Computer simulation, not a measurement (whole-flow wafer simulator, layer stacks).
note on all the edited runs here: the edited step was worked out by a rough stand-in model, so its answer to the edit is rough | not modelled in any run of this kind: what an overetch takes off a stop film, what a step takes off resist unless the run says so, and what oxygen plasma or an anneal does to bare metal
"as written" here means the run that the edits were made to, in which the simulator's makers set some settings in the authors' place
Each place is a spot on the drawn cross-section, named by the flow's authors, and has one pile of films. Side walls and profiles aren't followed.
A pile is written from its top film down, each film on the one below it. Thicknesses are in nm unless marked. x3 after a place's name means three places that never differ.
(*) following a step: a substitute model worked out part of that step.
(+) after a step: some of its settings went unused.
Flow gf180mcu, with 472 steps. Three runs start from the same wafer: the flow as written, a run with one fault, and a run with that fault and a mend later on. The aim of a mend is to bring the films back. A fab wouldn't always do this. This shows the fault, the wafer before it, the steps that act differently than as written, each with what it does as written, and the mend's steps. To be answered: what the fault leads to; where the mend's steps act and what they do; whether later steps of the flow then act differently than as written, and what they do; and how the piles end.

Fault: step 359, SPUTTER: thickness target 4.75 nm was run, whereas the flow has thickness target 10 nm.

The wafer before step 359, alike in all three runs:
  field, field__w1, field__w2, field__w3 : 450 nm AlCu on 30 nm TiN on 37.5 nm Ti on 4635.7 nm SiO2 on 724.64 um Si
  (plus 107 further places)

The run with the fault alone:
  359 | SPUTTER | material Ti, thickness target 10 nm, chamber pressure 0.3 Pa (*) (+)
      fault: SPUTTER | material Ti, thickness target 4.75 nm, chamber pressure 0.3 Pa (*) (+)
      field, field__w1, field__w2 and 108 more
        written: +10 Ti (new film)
        fault: +4.75 Ti (new film)
  Steps later in the flow that act otherwise than as written (5 other steps are not shown; they differ only slightly, by no more than 2% or 0.5 nm, whichever is larger):
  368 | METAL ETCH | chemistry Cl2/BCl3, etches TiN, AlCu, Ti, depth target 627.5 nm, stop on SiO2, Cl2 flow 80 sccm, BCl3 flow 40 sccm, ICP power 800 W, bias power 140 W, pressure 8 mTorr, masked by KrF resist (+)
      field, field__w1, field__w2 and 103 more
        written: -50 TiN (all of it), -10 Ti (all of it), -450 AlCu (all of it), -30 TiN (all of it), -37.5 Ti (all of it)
        fault: -50 TiN (all of it), -4.75 Ti (all of it), -450 AlCu (all of it), -30 TiN (all of it), -37.5 Ti (all of it)
  The piles end different from the flow's at field__w8, contact, m1, m1__w1, m1_nw by more than 2% or 0.5 nm, whichever is larger.
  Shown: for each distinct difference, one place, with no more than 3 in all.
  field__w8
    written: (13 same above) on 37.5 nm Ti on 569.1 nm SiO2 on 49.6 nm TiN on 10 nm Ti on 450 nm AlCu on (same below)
    fault: (13 same above) on 37.5 nm Ti on 574.4 nm SiO2 on 49.6 nm TiN on 4.75 nm Ti on 450 nm AlCu on (same below)
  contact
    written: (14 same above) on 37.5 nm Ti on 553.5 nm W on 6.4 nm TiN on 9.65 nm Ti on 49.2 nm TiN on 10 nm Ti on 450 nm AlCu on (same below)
    fault: (14 same above) on 37.5 nm Ti on 558.8 nm W on 6.38 nm TiN on 9.62 nm Ti on 49.2 nm TiN on 4.75 nm Ti on 450 nm AlCu on (same below)

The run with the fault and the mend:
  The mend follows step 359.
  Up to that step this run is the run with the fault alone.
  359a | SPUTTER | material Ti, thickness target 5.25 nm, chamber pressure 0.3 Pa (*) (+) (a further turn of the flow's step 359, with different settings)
      field, field__w1, field__w2 and 108 more
        +5.25 Ti
  Every later step of the flow that is run acts as written at every place that is followed.
  By the end, the piles equal the flow's at every place that both follow.
